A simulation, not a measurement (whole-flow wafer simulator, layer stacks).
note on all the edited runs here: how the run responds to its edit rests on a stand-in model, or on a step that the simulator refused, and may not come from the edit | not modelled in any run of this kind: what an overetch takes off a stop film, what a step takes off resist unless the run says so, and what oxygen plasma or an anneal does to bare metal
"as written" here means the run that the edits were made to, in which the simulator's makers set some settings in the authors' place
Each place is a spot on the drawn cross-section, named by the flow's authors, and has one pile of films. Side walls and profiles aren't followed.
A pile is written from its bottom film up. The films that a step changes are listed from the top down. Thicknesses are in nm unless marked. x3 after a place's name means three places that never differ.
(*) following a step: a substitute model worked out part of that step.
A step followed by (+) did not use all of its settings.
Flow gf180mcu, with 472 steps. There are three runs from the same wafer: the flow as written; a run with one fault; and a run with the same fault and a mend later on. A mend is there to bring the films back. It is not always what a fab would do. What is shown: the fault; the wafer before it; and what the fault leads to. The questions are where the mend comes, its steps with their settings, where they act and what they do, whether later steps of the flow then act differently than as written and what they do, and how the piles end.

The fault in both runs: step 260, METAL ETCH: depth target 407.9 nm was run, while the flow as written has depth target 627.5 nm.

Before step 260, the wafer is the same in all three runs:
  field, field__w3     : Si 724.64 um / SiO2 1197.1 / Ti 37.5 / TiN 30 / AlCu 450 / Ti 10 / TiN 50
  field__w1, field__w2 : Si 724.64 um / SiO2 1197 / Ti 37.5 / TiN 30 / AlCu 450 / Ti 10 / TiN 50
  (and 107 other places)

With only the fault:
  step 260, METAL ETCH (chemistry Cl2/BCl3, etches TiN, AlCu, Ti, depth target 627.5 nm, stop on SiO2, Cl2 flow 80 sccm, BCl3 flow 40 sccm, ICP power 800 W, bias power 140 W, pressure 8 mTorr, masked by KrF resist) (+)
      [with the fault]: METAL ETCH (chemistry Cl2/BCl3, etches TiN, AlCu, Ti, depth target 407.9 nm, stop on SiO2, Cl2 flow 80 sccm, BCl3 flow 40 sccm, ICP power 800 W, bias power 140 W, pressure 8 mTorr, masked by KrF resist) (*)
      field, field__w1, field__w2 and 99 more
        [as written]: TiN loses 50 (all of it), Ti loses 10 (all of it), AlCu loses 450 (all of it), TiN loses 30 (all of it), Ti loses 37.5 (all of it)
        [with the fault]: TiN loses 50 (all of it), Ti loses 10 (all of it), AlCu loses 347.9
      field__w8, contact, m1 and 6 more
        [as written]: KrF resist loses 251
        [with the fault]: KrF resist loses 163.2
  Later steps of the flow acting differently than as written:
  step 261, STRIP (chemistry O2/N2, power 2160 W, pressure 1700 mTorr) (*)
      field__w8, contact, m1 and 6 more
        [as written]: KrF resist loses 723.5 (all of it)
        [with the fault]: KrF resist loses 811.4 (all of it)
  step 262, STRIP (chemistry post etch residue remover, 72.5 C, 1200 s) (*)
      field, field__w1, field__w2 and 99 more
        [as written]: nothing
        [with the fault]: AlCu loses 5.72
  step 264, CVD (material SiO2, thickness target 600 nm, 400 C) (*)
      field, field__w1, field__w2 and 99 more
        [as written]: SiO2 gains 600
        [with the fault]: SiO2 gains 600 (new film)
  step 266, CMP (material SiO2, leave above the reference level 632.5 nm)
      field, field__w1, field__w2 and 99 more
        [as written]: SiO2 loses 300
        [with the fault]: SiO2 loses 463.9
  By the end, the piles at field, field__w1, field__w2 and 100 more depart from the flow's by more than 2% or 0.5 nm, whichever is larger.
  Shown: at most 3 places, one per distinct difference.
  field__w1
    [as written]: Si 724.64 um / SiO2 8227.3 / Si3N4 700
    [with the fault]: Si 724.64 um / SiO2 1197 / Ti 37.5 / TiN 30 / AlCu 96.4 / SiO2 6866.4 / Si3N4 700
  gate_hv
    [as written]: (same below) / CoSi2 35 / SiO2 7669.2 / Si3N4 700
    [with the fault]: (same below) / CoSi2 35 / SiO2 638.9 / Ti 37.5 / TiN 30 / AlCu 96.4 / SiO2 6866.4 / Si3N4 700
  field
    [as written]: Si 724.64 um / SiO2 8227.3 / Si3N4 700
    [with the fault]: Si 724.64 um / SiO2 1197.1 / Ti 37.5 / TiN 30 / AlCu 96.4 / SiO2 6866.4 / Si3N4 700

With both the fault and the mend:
  The mend stands after step 262.
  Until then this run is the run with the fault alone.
  step 262a, DEHYDRATE (200 C, 60 s) (a further turn of the flow's step 253)
      does not change any film at any place that is followed
  step 262b, HMDS (120 C, 60 s) (a further turn of the flow's step 254)
      does not change any film at any place that is followed
  step 262c, COAT (KrF resist, thickness 1000 nm) (*) (a further turn of the flow's step 255)
      iso_ptap_pw, iso_ntap_nw, iso_nw_fld and 33 more
        KrF resist gains 1000 (new film)
      field__w5, field__w9, field_sub and 13 more
        KrF resist gains 1002.7 (new film)
      field_sub__w2, field_sub__w4, ld_drn_n and 9 more
        KrF resist gains 1002.6 (new film)
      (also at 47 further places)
  step 262d, SOFTBAKE (KrF resist) (a further turn of the flow's step 256)
      does not change any film at any place that is followed
  step 262e, EXPOSE (photomask Metal1) (a further turn of the flow's step 257)
      does not change any film at any place that is followed
  step 262f, PEB (KrF resist, 135 C, 90 s) (a further turn of the flow's step 258)
      field__w1, field__w2, field__w3 and 56 more
        KrF resist loses 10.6
      iso_ptap_pw, iso_ntap_nw, iso_nw_fld and 33 more
        KrF resist loses 10.5
      gate_hv, sd_p, nw_sep_fld
        KrF resist loses 10.7
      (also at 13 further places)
  step 262g, DEVELOP (thickness 1000 nm, 60 s) (a further turn of the flow's step 259)
      iso_ptap_pw, iso_ntap_nw, iso_nw_fld and 33 more
        KrF resist loses 989.5 (all of it)
      field__w2, field__w3, field__w12 and 12 more
        KrF resist loses 992.2 (all of it)
      field_sub__w2, field_sub__w4, ld_drn_n and 7 more
        KrF resist loses 992 (all of it)
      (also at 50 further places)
  step 262h, METAL ETCH (chemistry Cl2/BCl3, etches TiN, AlCu, Ti, depth target 219.6 nm, stop on SiO2, Cl2 flow 80 sccm, BCl3 flow 40 sccm, ICP power 800 W, bias power 140 W, pressure 8 mTorr, masked by KrF resist) (+) (a further turn of the flow's step 260, with different settings)
      field, field__w1, field__w2 and 99 more
        AlCu loses 96.4 (all of it), TiN loses 30 (all of it), Ti loses 37.5 (all of it)
      field__w8, contact, m1 and 6 more
        KrF resist loses 87.8
  step 262i, STRIP (chemistry O2/N2, power 2160 W, pressure 1700 mTorr) (*) (a further turn of the flow's step 261)
      field__w8
        KrF resist loses 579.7 (all of it)
      contact
        KrF resist loses 577.7 (all of it)
      m1
        KrF resist loses 580.1 (all of it)
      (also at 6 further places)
  step 262j, STRIP (chemistry post etch residue remover, 72.5 C, 1200 s) (*) (a further turn of the flow's step 262)
      field__w8, contact, m1 and 6 more
        TiN loses 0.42
  None of the later steps of the flow differs from how it acts as written, at any place that is followed, by more than 2% or 0.5 nm, whichever is larger.
  At the end the piles are close to the flow's at the places that both follow, differing by at most 2% or 0.5 nm, whichever is larger.
